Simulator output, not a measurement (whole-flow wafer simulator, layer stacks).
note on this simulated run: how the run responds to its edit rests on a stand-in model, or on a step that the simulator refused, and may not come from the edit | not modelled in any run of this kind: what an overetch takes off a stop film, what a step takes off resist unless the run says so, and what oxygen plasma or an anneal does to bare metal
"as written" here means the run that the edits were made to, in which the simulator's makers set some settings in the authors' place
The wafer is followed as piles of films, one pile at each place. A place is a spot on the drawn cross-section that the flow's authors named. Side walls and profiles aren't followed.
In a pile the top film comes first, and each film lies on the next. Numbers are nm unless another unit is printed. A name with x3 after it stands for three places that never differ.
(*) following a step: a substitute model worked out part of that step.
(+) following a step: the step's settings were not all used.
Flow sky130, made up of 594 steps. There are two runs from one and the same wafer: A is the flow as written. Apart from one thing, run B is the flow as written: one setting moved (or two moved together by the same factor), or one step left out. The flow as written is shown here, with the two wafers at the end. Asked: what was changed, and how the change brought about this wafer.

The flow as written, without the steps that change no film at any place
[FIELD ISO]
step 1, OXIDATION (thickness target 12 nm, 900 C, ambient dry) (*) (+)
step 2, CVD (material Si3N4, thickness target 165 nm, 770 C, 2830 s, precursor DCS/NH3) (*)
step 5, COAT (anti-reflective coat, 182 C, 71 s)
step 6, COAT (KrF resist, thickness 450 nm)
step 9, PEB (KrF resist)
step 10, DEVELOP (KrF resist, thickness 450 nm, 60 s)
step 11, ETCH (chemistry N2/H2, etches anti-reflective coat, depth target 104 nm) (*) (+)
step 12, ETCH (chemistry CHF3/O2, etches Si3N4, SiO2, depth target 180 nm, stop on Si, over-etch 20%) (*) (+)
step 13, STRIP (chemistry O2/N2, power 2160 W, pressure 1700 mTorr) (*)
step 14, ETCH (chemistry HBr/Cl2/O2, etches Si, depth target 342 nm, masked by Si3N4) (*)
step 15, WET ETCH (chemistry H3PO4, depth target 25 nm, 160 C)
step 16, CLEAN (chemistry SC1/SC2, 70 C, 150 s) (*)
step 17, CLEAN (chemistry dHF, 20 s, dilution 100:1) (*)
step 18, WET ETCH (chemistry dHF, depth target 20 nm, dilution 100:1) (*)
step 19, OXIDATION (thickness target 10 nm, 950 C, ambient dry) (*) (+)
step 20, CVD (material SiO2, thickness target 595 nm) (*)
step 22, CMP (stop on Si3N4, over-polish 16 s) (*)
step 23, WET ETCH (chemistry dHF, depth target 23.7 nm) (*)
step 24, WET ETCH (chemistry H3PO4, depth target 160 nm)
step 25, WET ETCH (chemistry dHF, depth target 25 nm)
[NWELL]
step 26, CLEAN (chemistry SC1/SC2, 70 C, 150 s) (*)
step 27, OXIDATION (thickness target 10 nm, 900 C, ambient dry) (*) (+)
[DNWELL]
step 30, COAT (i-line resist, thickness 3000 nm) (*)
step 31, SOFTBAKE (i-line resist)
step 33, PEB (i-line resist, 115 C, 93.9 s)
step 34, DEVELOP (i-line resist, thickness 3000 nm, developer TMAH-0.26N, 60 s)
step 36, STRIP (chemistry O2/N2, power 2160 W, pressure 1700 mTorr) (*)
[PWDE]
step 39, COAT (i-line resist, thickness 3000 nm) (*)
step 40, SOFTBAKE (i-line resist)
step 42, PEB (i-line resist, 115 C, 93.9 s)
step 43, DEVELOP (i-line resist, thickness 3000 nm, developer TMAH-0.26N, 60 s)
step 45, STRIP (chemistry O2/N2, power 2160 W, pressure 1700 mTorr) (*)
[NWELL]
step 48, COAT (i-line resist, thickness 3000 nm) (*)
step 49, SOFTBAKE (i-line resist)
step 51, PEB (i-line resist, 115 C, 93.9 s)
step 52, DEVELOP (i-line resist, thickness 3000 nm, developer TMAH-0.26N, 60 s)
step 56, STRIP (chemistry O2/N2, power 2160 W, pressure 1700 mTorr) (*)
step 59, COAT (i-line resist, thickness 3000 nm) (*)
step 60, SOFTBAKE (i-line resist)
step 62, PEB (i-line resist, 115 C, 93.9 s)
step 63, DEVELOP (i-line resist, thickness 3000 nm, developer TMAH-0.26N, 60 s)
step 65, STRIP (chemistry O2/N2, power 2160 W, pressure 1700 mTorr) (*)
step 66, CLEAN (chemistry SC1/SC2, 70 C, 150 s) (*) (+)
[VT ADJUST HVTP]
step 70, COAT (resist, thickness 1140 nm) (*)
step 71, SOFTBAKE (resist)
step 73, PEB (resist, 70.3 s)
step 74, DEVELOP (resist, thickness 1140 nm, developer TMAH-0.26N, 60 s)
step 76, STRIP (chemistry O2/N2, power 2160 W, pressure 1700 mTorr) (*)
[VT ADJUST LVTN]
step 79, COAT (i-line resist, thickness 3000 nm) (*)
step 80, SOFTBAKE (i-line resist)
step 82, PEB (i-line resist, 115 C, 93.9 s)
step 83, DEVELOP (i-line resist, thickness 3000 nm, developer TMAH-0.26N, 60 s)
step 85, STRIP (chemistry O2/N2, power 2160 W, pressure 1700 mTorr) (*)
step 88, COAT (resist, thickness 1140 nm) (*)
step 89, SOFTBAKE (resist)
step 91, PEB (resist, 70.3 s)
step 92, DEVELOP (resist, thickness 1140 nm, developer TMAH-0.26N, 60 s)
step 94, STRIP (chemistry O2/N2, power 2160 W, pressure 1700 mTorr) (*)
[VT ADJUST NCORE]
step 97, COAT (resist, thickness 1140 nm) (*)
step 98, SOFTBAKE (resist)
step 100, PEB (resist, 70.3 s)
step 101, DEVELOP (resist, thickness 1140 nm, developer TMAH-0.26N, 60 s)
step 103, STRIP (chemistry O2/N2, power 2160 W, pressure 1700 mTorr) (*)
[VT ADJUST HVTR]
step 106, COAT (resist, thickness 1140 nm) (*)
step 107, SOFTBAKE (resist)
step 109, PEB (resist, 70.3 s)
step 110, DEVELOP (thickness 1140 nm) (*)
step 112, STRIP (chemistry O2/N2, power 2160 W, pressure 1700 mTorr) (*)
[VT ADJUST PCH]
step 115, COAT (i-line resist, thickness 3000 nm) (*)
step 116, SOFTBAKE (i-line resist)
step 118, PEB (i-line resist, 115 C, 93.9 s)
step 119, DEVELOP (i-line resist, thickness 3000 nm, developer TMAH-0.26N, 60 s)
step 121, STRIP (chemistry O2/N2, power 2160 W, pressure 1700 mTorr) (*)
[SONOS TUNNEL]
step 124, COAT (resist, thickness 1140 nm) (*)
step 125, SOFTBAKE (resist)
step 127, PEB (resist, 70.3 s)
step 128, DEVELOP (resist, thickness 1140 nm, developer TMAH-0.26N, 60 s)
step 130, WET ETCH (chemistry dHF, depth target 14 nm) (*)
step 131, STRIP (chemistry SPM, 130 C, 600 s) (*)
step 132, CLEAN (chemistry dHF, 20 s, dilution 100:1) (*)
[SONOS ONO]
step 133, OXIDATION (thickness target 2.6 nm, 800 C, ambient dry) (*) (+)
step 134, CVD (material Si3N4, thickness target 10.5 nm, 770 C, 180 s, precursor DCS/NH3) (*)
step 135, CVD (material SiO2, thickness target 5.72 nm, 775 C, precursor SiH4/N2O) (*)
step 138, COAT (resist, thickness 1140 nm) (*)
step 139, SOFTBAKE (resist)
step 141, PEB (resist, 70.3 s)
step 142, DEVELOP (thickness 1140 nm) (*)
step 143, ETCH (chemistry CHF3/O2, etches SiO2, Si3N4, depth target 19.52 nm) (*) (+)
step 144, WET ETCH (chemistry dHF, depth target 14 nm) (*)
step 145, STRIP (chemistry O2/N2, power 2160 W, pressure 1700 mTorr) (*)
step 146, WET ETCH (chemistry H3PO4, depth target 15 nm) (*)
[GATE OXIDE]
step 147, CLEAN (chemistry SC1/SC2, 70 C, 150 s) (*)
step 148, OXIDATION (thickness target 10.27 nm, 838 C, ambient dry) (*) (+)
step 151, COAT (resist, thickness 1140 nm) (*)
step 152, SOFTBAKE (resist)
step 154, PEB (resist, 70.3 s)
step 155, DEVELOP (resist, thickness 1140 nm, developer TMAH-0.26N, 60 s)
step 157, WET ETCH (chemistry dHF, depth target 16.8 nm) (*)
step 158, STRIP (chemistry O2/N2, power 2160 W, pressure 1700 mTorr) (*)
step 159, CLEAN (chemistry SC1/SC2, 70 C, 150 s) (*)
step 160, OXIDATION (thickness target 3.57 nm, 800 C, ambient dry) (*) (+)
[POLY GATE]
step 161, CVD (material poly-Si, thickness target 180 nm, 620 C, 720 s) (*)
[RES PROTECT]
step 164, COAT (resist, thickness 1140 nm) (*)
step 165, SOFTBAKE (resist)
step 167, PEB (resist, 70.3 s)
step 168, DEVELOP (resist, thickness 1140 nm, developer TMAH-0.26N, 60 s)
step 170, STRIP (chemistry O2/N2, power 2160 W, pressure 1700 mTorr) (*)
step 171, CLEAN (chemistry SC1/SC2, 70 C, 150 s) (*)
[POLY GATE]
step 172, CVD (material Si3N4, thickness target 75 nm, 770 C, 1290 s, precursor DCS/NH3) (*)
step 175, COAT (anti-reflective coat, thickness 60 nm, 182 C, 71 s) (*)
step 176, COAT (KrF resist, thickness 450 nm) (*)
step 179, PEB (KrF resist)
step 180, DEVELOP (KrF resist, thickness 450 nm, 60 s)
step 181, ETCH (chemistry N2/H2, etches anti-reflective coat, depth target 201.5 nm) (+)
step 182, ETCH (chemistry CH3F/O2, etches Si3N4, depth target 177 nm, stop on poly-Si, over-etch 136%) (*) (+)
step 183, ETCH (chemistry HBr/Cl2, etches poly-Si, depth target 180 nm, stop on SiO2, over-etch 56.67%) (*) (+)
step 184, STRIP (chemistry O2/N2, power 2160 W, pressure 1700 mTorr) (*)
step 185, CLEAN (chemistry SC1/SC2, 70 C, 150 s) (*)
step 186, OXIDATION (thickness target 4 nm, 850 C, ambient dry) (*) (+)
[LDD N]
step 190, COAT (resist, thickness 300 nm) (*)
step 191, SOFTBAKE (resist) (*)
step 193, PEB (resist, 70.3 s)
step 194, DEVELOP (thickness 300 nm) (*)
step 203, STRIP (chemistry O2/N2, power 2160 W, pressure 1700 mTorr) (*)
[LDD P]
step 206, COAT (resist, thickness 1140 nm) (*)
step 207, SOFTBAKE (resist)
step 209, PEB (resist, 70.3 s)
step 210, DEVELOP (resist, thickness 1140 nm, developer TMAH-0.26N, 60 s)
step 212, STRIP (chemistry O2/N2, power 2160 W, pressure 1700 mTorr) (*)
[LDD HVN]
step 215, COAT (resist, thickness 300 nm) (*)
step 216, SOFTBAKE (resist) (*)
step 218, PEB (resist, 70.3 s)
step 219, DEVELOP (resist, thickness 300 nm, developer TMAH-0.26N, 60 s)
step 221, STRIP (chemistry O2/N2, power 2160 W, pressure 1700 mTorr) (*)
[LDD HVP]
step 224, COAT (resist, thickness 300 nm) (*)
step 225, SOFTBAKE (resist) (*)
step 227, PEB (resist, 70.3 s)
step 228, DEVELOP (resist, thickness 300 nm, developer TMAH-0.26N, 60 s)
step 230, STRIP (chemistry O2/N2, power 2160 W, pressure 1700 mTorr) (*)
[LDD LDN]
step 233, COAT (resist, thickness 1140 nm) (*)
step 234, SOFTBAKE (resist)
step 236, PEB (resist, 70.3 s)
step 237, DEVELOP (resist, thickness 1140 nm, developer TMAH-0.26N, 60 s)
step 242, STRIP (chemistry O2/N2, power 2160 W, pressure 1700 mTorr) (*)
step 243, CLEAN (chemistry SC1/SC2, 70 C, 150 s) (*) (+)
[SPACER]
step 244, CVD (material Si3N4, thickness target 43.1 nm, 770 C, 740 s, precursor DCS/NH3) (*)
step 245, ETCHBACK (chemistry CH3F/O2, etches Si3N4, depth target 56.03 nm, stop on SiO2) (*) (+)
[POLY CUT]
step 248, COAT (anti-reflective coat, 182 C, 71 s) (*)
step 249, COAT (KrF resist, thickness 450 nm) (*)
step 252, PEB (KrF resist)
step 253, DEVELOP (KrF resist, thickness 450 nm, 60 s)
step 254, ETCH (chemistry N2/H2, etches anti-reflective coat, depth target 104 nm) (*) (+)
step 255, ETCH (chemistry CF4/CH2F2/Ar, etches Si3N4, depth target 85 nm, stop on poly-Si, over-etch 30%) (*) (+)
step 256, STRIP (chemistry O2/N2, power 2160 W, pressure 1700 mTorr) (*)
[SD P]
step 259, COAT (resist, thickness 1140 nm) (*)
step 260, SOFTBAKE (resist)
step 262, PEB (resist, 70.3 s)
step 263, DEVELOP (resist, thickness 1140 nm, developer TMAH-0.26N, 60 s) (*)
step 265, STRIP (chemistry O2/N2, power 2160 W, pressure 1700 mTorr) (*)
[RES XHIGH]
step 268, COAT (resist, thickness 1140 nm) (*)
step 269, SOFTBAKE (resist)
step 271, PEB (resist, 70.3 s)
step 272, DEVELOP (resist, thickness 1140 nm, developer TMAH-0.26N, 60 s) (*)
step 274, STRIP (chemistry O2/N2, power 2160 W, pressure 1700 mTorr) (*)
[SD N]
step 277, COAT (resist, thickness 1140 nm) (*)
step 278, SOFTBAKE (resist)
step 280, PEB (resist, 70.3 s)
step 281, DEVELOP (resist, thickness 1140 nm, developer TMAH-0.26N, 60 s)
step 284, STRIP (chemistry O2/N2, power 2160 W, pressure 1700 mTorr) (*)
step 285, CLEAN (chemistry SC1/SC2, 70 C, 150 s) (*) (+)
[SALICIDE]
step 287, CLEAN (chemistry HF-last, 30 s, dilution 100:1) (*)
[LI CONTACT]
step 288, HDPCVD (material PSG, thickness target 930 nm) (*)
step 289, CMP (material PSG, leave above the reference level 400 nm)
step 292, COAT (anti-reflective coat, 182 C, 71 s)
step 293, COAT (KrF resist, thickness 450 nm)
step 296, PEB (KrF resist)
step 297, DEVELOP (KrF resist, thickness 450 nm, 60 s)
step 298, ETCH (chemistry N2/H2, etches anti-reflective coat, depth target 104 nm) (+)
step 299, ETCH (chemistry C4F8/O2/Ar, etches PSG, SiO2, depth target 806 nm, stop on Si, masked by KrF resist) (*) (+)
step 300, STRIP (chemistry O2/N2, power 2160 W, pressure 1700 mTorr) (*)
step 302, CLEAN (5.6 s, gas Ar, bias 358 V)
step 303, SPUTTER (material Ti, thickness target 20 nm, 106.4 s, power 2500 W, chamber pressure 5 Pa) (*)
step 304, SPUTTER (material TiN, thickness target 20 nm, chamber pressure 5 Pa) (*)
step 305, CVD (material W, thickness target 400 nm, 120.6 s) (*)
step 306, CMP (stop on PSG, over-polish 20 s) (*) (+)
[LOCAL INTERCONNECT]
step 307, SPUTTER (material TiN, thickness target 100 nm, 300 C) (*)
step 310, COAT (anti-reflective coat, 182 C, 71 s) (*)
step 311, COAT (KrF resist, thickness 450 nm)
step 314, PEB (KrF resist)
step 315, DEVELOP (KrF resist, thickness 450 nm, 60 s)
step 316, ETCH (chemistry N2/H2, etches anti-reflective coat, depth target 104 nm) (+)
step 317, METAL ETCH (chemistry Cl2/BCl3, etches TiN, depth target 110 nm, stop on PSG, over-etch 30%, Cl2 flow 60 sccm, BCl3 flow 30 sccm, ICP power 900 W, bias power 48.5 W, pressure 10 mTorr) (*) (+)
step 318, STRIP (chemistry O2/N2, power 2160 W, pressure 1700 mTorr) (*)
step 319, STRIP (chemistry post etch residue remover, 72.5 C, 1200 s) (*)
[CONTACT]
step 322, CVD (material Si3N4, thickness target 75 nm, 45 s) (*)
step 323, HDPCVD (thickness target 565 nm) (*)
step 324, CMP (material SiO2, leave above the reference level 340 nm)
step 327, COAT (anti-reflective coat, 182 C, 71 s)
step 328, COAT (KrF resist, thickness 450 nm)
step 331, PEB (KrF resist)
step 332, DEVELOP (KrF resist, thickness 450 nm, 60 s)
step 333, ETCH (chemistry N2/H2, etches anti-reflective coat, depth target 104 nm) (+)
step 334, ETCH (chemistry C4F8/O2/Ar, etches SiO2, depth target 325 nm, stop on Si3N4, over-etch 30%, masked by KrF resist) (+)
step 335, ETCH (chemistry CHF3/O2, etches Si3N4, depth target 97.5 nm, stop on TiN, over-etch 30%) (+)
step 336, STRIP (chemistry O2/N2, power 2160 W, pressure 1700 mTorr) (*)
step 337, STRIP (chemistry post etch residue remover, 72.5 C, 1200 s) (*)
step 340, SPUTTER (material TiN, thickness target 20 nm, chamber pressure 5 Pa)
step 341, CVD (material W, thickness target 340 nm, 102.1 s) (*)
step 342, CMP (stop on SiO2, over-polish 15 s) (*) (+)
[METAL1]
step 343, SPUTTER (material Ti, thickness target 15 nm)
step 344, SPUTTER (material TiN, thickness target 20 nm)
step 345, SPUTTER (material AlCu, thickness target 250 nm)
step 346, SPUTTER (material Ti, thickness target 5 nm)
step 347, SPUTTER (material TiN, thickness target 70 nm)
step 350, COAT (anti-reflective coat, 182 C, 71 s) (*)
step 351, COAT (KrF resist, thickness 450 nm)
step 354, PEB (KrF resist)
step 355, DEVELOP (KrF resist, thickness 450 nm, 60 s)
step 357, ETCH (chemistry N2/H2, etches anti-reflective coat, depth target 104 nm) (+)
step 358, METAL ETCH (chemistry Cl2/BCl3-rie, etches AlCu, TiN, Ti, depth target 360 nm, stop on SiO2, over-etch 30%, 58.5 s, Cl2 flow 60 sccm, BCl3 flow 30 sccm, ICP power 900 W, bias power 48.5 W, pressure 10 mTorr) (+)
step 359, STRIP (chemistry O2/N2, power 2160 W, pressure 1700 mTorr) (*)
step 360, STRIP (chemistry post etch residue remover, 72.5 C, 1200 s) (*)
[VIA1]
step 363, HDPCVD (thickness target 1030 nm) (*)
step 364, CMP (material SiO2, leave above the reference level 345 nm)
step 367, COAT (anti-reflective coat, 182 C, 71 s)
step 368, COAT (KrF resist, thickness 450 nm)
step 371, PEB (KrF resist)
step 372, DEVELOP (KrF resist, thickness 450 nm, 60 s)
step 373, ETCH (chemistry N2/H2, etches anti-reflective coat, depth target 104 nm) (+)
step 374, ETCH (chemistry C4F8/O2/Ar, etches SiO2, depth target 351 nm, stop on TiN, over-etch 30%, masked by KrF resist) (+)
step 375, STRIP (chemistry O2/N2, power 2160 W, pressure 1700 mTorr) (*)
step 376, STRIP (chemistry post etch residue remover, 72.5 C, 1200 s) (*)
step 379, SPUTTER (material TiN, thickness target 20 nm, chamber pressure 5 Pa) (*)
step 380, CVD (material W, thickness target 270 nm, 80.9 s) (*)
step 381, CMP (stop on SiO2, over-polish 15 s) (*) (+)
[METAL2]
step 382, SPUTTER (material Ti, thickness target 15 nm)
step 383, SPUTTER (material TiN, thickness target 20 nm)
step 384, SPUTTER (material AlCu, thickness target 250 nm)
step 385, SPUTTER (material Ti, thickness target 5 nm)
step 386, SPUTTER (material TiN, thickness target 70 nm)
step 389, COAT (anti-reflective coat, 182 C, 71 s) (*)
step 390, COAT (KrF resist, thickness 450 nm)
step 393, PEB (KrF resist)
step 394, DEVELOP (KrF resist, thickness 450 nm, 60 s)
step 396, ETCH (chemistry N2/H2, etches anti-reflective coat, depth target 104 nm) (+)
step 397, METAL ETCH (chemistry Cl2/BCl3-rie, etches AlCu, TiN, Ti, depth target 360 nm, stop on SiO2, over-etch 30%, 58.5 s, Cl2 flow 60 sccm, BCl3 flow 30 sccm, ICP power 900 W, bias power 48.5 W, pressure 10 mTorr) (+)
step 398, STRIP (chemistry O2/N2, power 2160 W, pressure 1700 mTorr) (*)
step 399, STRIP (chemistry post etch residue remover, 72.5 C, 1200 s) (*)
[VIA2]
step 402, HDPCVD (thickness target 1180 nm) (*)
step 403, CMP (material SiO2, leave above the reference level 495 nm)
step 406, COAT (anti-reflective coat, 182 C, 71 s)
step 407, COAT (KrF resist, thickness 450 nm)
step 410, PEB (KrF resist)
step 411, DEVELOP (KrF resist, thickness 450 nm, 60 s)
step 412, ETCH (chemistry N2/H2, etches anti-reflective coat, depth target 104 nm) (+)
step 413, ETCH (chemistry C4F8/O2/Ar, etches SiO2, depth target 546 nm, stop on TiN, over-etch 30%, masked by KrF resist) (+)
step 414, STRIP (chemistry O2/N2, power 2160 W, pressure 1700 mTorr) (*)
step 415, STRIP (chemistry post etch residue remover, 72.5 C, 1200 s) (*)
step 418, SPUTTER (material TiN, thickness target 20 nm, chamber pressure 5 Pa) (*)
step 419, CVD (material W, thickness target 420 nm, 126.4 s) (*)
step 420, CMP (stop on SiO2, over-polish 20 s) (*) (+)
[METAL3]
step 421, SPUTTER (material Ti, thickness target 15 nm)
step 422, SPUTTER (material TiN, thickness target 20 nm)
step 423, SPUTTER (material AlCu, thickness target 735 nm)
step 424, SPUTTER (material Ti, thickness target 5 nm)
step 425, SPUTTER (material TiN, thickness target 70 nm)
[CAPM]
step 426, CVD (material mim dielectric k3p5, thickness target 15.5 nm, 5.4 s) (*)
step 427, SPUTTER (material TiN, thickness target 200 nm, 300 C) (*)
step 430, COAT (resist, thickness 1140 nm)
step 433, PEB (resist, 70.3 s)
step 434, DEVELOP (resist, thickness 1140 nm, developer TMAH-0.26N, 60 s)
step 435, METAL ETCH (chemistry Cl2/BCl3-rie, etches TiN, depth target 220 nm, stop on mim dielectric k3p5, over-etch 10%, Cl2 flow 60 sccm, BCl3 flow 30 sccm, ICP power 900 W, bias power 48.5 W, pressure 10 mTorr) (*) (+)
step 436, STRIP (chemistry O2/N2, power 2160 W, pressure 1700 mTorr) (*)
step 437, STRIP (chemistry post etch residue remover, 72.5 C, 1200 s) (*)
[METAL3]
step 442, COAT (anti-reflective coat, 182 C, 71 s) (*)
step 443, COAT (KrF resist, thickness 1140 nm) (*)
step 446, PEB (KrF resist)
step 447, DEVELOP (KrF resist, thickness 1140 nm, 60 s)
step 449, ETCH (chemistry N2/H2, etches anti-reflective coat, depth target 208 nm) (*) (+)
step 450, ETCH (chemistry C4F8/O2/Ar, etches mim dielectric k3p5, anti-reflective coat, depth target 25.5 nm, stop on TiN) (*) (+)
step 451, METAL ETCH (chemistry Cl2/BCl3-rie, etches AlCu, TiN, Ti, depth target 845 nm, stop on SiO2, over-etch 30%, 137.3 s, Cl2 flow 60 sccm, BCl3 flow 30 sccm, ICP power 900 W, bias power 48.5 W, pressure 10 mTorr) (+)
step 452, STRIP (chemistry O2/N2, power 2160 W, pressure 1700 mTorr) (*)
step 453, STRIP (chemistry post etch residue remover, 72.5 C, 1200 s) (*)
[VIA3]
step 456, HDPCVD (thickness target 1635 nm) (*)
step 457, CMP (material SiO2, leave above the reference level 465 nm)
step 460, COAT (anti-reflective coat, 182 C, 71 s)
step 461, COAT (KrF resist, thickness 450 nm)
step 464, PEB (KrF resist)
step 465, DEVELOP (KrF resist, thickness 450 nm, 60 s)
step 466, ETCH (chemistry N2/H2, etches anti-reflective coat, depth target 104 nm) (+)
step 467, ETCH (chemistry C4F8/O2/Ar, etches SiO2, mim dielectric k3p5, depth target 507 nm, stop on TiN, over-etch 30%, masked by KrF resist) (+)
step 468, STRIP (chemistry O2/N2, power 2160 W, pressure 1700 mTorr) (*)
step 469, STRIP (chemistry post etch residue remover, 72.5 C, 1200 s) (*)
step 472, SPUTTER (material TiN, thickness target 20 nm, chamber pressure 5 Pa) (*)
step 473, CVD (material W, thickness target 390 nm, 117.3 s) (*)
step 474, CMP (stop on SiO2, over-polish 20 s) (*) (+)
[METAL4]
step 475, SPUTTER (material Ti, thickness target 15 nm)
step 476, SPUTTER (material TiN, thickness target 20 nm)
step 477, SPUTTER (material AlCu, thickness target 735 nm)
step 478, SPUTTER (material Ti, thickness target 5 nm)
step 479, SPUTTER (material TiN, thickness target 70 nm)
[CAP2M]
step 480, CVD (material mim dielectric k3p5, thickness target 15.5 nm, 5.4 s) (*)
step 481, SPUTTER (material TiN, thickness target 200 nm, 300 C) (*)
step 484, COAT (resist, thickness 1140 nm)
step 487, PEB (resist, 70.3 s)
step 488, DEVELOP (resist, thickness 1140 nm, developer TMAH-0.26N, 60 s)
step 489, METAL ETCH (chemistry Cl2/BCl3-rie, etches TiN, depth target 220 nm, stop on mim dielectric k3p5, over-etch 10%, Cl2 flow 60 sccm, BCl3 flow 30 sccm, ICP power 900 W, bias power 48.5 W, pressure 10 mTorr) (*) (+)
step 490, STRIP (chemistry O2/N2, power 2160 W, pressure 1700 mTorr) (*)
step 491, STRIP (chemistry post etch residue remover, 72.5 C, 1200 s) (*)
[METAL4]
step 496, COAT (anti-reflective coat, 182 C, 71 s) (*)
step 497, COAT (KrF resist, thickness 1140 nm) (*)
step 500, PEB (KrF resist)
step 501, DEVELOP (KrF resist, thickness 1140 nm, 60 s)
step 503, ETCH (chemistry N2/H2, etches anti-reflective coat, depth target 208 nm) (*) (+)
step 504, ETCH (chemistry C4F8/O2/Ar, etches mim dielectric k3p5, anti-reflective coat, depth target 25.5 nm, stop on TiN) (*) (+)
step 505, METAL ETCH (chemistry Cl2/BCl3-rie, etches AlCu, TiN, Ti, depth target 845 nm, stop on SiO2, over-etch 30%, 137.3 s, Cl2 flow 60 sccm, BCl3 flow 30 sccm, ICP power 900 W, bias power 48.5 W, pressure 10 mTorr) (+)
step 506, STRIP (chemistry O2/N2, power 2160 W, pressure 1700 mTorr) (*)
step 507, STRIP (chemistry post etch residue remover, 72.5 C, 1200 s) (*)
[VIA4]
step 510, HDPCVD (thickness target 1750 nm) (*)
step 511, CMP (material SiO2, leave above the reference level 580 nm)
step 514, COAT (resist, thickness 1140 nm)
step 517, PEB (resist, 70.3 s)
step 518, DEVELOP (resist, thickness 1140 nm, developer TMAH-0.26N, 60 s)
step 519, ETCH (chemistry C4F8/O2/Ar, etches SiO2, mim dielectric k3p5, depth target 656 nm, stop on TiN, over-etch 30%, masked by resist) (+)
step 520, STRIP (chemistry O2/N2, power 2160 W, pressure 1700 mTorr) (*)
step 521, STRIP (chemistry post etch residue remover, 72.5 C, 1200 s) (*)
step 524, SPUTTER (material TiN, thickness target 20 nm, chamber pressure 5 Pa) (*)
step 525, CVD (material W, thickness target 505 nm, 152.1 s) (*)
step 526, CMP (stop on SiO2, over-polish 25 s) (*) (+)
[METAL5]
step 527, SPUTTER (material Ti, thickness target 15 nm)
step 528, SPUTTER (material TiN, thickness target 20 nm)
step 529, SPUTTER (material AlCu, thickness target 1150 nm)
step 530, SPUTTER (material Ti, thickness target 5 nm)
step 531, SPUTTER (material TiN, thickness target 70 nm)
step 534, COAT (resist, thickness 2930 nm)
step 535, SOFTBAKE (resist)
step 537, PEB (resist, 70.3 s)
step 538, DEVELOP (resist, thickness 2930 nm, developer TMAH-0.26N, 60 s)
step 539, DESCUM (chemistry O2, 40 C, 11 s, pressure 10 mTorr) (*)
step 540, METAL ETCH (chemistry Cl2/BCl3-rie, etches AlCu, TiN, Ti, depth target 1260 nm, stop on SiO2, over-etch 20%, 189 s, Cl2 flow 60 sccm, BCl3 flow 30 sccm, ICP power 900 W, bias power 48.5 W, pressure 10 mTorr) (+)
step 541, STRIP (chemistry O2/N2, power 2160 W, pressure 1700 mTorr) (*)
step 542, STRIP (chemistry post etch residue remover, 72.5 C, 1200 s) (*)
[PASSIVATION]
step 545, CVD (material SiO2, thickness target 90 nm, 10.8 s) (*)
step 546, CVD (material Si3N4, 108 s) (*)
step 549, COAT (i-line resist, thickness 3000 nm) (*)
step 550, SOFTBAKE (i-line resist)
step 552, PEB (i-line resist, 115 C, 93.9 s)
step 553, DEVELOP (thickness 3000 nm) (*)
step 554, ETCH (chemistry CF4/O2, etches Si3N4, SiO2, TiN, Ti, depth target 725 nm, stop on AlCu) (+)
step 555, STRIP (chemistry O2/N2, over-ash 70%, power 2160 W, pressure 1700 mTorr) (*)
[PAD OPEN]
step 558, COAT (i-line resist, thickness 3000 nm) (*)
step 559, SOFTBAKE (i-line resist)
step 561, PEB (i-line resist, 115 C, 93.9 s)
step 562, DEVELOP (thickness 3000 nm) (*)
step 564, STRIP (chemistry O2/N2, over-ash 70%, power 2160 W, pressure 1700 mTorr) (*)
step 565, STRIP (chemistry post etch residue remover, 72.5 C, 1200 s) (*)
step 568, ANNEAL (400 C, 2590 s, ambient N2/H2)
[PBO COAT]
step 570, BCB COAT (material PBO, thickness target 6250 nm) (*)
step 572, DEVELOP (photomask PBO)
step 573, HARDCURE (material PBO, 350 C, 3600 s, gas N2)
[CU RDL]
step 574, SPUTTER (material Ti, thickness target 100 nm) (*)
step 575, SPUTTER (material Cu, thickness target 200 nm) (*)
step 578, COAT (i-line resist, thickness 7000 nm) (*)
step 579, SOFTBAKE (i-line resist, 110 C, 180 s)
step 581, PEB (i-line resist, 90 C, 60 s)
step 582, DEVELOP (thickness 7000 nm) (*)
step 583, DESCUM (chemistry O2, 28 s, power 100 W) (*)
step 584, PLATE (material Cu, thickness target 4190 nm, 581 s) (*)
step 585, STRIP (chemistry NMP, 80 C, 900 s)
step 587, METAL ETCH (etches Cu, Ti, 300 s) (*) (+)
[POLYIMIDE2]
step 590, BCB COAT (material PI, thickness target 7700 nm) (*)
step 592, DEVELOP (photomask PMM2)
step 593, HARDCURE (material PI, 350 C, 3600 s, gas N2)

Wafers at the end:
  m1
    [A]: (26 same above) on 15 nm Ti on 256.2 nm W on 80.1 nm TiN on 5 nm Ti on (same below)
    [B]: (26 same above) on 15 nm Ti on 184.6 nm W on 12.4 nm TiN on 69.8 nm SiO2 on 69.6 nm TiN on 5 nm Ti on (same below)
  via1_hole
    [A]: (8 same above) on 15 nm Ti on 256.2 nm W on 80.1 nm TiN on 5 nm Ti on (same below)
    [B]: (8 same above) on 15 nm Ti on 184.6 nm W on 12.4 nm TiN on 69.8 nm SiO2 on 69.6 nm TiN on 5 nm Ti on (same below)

Cause: step 374, ETCH: depth target 200 nm was run, though the flow has depth target 351 nm.

The path from the change to this, step by step:
  step 374, ETCH (chemistry C4F8/O2/Ar, etches SiO2, depth target 351 nm, stop on TiN, over-etch 30%, masked by KrF resist) (+)
      m1, via1_hole: A SiO2 loses 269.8 (all of it) | B SiO2 loses 200
      field, active, n_well and 186 more: A KrF resist loses 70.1 | B KrF resist loses 40
  step 375, STRIP (chemistry O2/N2, power 2160 W, pressure 1700 mTorr) (*)
      field, active, n_well and 186 more: A KrF resist loses 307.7 (all of it), anti-reflective coat loses 80 (all of it) | B KrF resist loses 337.8 (all of it), anti-reflective coat loses 80 (all of it)
  step 379, SPUTTER (material TiN, thickness target 20 nm, chamber pressure 5 Pa) (*)
      m1: A TiN gains 11 | B TiN gains 12.4 (new film)
      via1_hole: A TiN gains 10.9 | B TiN gains 12.4 (new film)
  step 380, CVD (material W, thickness target 270 nm, 80.9 s) (*)
      m1, via1_hole: A W gains 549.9 (new film) | B W gains 478.3 (new film)
If metal films that touch count as one body, m1 has 3 bodies (between them, from the top down: SiO2 69.8; SiO2 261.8 / Si3N4 75); the flow as written gives 2 bodies (between them, from the top down: SiO2 261.8 / Si3N4 75).
If metal films that touch count as one body, via1_hole has 2 bodies (between them, from the top down: SiO2 69.8); the flow as written gives 1 body.
